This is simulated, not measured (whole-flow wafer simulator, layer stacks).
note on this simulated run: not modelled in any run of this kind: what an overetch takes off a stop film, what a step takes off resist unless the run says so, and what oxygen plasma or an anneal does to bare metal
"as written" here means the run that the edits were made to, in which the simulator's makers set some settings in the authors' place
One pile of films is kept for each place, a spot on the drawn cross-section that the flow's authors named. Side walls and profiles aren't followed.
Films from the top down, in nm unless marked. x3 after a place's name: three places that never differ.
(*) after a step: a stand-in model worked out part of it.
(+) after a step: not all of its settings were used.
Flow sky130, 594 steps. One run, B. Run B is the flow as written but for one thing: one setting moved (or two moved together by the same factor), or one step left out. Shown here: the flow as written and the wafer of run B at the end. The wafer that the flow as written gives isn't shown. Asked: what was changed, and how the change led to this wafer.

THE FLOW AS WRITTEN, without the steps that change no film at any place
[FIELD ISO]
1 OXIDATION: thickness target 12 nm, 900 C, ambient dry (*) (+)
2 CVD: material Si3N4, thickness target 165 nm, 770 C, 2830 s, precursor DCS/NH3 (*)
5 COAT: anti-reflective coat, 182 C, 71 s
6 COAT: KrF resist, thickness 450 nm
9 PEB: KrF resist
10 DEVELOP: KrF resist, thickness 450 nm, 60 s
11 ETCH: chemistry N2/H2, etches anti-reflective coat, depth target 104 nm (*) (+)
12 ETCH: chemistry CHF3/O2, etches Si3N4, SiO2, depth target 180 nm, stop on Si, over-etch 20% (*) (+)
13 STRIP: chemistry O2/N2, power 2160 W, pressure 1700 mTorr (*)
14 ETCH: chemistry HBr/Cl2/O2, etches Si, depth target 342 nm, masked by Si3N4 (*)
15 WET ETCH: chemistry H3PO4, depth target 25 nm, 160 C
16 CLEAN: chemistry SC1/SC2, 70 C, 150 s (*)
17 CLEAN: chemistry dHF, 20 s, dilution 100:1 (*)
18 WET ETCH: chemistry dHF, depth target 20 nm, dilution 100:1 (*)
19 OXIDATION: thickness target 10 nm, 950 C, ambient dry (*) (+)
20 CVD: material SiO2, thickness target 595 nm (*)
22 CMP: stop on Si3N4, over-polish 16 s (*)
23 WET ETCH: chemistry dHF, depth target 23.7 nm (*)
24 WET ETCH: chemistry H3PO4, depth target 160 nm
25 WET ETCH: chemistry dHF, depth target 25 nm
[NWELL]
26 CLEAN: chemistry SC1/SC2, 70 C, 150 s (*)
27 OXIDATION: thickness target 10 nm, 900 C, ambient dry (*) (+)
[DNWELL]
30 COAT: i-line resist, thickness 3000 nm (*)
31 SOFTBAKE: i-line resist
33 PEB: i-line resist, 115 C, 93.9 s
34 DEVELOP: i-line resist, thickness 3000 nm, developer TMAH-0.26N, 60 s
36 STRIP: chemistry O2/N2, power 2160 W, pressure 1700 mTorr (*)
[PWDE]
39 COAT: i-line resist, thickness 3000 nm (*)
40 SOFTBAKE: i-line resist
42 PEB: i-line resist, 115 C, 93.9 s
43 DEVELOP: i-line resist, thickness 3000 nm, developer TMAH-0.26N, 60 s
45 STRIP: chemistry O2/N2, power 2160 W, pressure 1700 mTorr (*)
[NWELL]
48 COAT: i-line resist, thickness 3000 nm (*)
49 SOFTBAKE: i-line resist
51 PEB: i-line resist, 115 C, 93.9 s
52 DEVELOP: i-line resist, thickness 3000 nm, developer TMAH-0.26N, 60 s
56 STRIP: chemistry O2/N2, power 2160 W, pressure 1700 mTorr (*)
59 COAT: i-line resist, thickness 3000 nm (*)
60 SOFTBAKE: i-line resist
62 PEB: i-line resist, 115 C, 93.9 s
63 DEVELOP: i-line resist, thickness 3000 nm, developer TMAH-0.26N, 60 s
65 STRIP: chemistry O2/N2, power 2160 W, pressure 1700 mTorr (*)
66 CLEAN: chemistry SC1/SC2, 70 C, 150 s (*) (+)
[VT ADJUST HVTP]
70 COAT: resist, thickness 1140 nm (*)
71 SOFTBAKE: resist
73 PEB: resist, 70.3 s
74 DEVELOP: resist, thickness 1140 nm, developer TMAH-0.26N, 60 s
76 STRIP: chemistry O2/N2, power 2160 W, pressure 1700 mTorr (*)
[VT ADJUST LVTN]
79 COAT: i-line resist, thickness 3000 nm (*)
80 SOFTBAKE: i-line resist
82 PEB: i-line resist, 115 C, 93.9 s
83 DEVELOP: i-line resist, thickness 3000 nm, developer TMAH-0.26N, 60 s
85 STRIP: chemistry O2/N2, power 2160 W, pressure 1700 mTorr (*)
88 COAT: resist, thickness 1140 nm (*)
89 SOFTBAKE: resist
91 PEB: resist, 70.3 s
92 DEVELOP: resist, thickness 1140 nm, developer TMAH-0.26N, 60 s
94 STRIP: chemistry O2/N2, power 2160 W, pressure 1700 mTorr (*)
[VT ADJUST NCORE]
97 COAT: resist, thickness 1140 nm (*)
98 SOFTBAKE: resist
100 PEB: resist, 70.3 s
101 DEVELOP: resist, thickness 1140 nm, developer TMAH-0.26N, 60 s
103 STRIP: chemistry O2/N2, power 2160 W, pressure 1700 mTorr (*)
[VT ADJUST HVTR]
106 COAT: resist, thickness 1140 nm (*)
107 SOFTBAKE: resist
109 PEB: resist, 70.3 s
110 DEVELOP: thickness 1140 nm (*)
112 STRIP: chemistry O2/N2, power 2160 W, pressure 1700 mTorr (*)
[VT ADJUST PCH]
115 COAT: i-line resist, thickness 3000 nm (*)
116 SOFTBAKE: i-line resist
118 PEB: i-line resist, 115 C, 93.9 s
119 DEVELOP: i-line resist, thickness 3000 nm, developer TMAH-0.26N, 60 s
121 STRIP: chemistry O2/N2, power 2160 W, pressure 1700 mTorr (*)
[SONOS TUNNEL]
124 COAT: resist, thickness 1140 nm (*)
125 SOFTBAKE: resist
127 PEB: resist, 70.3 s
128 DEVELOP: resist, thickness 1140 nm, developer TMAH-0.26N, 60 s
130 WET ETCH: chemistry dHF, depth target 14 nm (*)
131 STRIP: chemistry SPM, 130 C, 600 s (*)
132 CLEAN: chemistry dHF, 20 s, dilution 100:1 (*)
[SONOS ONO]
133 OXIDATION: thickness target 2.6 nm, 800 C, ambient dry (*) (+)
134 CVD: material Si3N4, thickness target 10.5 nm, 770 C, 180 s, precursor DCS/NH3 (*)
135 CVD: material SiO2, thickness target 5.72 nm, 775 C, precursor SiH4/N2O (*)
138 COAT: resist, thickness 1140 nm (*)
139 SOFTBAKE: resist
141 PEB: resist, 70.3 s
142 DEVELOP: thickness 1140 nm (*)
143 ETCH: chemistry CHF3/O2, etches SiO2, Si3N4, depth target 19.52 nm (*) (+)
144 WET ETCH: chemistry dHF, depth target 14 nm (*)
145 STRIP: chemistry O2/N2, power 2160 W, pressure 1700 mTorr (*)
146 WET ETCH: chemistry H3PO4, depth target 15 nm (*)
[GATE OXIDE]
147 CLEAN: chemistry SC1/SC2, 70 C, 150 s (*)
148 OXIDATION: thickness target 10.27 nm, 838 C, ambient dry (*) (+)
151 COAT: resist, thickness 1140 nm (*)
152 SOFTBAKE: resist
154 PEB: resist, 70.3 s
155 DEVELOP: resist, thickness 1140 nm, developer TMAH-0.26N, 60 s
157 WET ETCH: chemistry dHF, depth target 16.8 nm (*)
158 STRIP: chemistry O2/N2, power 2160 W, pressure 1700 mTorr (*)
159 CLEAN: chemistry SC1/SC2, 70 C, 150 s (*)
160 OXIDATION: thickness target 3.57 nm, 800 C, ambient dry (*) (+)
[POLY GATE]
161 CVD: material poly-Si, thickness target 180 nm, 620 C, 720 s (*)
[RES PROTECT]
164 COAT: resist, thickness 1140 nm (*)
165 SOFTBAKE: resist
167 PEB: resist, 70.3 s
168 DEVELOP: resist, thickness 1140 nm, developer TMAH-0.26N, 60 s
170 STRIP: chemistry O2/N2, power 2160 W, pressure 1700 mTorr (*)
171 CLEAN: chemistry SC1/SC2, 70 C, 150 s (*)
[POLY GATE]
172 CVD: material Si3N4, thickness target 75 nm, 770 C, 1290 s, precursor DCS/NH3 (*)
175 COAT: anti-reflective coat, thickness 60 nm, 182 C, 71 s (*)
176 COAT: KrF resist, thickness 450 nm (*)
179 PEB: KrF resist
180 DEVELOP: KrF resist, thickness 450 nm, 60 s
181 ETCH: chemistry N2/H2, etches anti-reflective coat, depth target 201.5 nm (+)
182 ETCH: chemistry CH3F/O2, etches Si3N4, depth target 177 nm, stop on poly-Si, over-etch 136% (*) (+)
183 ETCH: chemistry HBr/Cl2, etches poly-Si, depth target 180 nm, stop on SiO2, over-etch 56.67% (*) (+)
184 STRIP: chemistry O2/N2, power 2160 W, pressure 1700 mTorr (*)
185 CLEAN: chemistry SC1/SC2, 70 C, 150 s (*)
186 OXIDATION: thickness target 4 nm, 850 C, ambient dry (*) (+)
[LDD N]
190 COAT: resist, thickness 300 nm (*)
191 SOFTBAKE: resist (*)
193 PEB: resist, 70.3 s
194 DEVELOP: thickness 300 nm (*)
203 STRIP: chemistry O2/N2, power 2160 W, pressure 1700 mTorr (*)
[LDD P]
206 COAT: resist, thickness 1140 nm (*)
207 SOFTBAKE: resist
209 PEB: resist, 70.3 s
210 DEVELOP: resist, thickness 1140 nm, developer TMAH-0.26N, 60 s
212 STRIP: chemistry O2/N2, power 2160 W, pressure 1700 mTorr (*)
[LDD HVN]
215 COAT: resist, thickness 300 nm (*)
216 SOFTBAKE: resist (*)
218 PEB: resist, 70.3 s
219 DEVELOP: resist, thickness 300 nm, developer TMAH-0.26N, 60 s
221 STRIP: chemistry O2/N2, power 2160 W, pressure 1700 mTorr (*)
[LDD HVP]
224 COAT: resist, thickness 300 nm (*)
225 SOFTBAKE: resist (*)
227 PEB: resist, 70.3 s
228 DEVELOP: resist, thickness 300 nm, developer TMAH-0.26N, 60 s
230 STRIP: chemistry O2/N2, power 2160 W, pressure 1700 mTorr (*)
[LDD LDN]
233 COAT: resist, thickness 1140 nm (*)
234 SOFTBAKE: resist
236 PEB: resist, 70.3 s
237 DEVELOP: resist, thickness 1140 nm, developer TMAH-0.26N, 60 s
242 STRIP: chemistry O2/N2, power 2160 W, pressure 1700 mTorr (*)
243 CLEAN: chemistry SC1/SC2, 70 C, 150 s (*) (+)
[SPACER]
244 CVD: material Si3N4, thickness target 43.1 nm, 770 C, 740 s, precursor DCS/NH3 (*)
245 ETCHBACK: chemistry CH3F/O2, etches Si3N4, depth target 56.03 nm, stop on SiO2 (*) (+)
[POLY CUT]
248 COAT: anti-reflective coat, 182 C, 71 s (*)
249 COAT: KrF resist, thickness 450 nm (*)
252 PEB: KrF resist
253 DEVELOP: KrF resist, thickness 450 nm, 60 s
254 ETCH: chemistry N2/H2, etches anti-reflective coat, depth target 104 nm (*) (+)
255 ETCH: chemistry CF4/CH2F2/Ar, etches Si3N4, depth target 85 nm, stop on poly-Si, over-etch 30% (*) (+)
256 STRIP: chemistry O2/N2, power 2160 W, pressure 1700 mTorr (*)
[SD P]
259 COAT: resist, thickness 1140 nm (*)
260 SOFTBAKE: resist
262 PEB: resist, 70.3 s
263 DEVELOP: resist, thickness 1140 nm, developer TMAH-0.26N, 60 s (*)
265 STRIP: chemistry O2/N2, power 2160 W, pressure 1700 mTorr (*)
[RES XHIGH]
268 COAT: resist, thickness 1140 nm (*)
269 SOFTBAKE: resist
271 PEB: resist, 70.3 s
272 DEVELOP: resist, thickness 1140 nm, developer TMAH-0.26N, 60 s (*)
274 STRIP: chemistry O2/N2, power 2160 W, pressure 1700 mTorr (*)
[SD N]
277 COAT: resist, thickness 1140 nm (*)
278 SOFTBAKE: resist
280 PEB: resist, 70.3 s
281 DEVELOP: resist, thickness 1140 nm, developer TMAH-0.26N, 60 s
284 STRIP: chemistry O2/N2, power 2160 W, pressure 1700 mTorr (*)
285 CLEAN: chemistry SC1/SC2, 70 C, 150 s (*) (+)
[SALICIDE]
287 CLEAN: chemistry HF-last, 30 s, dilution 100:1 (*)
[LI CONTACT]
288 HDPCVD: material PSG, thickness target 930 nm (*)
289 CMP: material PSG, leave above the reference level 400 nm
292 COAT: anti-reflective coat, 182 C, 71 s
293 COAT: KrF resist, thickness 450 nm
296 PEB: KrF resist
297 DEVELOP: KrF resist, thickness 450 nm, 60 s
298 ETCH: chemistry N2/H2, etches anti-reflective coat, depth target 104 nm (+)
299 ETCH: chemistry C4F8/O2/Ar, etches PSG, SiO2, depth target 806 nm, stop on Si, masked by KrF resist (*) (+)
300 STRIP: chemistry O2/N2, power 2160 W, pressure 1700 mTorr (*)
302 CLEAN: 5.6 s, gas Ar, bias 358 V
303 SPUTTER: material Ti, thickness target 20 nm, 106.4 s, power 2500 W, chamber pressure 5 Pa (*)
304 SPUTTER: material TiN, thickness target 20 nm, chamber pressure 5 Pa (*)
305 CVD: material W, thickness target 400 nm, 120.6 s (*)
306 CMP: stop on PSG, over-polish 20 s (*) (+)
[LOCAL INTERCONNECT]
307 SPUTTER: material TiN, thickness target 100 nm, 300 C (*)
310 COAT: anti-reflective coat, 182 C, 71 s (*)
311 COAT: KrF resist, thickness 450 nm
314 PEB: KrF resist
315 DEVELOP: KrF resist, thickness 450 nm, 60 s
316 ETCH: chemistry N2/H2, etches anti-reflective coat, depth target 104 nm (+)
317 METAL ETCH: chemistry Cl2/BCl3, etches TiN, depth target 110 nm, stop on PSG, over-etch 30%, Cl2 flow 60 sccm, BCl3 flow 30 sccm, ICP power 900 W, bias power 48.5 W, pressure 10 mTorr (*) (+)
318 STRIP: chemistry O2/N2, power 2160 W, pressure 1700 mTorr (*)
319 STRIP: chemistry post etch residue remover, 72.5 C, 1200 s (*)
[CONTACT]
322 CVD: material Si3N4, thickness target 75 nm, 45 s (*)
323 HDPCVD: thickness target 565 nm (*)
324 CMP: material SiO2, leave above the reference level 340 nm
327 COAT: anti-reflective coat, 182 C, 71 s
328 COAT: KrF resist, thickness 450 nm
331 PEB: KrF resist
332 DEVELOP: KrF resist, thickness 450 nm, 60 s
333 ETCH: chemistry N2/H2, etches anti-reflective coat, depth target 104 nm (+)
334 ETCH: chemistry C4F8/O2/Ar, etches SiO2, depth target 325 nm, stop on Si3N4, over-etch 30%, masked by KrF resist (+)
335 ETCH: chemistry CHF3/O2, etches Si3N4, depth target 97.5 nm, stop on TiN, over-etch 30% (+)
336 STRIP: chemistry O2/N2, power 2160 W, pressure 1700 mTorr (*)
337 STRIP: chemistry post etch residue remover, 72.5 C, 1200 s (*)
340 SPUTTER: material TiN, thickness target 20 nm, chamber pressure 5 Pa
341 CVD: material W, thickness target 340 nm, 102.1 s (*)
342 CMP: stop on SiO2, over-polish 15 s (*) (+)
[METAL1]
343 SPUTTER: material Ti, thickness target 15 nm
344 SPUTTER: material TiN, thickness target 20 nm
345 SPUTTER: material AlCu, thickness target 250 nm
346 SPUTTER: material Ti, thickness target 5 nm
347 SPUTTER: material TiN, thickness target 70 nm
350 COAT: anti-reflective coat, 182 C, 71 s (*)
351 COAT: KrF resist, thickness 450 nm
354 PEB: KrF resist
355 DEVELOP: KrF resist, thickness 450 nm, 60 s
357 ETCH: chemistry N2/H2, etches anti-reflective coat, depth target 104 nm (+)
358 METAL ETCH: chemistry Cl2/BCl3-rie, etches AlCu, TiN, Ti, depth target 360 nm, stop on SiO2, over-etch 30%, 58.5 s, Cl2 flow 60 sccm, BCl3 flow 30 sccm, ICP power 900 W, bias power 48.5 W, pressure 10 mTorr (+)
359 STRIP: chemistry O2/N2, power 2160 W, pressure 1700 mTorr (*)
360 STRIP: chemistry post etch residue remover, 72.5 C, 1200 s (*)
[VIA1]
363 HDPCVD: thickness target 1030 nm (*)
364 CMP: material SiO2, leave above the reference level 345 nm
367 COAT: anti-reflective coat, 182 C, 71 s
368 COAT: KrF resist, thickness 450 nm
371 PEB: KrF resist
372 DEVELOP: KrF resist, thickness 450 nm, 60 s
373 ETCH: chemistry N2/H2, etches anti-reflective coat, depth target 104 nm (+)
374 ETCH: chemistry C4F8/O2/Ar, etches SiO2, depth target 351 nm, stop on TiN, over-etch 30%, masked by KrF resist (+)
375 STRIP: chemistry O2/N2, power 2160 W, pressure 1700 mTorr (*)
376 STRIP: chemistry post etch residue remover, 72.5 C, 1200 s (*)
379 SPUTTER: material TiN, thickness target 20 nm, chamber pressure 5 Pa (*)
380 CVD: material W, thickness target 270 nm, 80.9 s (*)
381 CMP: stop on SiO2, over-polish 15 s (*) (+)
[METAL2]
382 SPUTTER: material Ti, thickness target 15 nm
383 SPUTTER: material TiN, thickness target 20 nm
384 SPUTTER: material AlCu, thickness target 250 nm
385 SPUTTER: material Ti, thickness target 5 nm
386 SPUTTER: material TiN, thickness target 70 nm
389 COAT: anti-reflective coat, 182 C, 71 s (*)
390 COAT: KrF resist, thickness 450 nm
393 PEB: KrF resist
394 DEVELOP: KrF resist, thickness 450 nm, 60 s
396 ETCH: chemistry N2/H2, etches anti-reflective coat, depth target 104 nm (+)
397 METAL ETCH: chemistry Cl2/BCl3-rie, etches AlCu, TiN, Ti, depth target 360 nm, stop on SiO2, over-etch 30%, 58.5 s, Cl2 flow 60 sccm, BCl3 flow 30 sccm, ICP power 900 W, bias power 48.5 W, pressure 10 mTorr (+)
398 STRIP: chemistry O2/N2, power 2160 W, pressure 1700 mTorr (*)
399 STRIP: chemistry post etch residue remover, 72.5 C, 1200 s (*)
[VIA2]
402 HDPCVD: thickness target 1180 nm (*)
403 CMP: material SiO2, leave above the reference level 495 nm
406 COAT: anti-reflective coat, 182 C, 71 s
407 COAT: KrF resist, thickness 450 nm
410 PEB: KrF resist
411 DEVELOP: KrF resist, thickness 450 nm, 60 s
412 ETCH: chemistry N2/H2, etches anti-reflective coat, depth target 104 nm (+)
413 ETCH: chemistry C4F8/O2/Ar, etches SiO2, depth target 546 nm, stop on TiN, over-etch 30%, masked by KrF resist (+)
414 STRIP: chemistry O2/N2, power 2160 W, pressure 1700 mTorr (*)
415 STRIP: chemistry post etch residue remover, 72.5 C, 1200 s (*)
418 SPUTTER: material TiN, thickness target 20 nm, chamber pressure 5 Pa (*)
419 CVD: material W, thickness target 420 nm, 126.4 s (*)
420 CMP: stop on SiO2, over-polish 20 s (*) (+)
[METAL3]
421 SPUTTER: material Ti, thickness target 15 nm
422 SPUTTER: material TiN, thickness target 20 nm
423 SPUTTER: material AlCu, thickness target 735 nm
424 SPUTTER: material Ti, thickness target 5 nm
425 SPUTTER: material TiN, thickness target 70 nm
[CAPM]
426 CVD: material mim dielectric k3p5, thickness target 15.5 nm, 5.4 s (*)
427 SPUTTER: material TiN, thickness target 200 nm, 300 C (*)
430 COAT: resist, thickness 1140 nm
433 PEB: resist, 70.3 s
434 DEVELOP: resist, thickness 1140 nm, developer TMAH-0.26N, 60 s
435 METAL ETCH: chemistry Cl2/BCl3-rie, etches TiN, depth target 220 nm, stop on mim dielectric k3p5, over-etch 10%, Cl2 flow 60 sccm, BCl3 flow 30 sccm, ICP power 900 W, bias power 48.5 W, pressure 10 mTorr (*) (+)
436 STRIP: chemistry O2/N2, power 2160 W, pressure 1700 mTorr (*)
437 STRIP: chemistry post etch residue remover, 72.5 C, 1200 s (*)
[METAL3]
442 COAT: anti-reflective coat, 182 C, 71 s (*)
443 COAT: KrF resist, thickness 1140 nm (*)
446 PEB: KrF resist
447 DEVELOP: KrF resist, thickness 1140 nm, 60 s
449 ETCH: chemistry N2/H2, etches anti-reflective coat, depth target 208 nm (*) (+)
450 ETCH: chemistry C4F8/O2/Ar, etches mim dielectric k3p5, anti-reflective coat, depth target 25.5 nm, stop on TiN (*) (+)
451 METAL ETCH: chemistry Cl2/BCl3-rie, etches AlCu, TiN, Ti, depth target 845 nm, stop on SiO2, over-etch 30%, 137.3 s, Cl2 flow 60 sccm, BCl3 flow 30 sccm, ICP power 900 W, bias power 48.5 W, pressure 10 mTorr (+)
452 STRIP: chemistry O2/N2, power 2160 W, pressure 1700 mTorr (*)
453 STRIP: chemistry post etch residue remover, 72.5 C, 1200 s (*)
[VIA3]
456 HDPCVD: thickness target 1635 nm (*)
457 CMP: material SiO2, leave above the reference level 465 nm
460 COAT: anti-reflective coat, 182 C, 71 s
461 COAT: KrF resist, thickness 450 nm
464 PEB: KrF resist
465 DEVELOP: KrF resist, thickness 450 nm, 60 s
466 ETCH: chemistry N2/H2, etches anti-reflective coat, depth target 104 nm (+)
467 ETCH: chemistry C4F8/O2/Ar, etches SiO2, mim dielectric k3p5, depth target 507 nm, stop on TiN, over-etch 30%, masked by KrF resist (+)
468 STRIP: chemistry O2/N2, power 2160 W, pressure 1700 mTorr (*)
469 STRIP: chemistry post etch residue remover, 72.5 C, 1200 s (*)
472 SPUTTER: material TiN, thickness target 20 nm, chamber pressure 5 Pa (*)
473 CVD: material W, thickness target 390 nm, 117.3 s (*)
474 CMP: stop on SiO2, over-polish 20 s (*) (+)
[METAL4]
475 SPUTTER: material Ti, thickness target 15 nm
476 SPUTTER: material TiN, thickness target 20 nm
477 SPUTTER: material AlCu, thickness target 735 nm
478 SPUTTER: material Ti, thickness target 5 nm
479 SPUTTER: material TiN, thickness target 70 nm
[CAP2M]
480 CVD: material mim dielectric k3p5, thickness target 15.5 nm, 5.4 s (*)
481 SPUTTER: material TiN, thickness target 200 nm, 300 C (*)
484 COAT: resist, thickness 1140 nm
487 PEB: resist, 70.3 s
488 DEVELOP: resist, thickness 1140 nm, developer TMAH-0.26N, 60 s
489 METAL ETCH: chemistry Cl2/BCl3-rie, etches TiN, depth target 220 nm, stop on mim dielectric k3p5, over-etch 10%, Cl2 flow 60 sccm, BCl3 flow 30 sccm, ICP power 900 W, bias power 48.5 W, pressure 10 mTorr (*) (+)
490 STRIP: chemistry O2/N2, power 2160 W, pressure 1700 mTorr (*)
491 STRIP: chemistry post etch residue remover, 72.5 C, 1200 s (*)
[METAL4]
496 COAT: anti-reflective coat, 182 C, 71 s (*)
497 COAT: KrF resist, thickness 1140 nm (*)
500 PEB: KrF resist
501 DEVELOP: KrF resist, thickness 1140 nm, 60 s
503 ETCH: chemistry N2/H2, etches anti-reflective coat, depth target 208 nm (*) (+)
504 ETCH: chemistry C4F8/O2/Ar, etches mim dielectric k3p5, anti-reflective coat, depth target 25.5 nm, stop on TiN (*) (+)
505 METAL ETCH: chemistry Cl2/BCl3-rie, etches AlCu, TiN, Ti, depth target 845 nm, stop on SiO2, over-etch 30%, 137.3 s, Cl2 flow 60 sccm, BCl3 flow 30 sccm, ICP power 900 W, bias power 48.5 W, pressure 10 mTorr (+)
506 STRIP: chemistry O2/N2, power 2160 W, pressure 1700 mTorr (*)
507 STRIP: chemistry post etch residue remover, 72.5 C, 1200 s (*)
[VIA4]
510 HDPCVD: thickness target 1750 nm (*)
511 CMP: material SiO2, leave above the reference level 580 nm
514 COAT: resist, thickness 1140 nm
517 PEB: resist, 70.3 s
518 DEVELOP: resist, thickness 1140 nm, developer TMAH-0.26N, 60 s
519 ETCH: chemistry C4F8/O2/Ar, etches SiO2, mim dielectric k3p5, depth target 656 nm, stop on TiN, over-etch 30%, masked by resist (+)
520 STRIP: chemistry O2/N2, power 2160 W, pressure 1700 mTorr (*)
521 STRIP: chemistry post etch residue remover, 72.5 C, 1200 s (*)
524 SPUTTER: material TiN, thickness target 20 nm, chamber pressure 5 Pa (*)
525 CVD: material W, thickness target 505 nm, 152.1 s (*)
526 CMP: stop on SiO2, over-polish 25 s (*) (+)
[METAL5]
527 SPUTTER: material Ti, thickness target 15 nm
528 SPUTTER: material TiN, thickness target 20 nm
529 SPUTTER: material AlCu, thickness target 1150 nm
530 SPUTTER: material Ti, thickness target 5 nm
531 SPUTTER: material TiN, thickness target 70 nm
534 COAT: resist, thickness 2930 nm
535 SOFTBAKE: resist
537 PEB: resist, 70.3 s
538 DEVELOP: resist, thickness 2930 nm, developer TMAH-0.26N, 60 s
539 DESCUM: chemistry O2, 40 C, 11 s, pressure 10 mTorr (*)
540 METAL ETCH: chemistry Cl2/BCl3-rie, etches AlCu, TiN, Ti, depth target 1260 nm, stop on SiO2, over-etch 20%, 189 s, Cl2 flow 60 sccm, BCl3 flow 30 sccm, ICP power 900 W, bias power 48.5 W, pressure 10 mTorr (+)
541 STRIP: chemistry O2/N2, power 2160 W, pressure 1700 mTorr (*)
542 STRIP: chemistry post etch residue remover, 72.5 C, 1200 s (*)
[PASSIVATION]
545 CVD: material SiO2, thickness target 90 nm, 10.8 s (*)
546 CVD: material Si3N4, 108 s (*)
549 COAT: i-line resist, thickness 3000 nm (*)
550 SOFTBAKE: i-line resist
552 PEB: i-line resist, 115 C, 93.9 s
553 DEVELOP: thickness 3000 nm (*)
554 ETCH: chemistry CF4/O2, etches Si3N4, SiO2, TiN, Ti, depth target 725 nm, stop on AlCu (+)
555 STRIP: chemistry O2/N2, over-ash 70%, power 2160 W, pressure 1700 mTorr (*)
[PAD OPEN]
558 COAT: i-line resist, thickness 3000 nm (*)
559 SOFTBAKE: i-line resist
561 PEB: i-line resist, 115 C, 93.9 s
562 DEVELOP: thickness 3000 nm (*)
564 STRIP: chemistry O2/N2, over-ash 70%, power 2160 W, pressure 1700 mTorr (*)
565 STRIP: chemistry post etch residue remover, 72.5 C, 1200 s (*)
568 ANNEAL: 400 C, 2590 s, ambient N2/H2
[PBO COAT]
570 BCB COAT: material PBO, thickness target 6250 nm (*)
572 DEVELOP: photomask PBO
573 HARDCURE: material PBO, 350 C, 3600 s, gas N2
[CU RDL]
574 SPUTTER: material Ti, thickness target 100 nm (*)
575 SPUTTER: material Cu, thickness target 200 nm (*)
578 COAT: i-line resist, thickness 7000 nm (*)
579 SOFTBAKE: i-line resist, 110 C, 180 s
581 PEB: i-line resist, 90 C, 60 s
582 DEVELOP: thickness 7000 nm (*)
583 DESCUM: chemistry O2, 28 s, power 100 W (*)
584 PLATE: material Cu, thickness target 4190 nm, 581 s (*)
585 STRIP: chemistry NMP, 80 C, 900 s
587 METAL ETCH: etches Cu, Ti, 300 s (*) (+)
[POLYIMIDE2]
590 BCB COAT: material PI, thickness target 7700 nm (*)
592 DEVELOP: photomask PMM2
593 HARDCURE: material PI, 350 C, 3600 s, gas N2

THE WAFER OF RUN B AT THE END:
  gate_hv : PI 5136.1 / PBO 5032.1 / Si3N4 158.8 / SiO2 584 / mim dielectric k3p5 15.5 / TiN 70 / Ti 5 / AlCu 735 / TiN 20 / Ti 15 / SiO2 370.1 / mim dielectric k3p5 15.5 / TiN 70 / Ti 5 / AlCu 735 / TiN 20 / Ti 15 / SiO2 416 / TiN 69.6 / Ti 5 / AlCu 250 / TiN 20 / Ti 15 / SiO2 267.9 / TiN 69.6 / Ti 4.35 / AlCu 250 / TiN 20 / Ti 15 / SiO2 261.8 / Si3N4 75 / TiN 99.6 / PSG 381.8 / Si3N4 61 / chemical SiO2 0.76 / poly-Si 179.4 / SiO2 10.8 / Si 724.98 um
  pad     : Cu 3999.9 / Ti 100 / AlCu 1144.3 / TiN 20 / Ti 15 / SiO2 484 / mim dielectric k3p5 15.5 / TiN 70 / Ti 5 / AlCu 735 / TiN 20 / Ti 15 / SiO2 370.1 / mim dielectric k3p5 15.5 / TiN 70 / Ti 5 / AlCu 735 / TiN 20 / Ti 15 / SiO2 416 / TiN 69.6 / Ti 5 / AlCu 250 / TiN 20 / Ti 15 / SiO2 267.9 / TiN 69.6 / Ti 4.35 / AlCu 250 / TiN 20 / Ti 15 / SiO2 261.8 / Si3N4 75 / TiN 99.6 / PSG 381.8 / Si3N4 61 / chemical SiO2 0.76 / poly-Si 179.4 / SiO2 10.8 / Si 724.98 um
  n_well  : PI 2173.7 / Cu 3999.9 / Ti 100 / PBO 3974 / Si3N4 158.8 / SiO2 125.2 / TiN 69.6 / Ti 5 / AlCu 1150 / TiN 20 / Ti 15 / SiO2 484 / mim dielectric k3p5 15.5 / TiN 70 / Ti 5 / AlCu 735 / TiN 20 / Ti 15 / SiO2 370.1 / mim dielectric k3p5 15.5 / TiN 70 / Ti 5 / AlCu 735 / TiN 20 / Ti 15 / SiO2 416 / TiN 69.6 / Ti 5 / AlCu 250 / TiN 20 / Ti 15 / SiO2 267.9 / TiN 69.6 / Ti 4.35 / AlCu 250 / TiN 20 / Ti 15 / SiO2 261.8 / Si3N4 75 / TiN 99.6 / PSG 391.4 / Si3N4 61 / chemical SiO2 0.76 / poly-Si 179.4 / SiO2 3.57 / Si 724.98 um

The cause: step 346, SPUTTER: thickness target 4.35 nm was run, where the flow has thickness target 5 nm.
It can be read off the wafer: gate_hv has Ti 4.35, and step 346 as written asks for 5 nm.

How the change led to this, step by step:
  346 SPUTTER: material Ti, thickness target 5 nm
      field, active, n_well and 188 more: Ti +4.35 (new film) (as written it would be: Ti +5 (new film))
  358 METAL ETCH: chemistry Cl2/BCl3-rie, etches AlCu, TiN, Ti, depth target 360 nm, stop on SiO2, over-etch 30%, 58.5 s, Cl2 flow 60 sccm, BCl3 flow 30 sccm, ICP power 900 W, bias power 48.5 W, pressure 10 mTorr (+)
      field, active, gate and 81 more: TiN -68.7 (all of it), Ti -4.35 (all of it), AlCu -250 (all of it), TiN -20 (all of it), Ti -15 (all of it), SiO2 -11 (as written it would be: TiN -68.7 (all of it), Ti -5 (all of it), AlCu -250 (all of it), TiN -20 (all of it), Ti -15 (all of it), SiO2 -10.9)
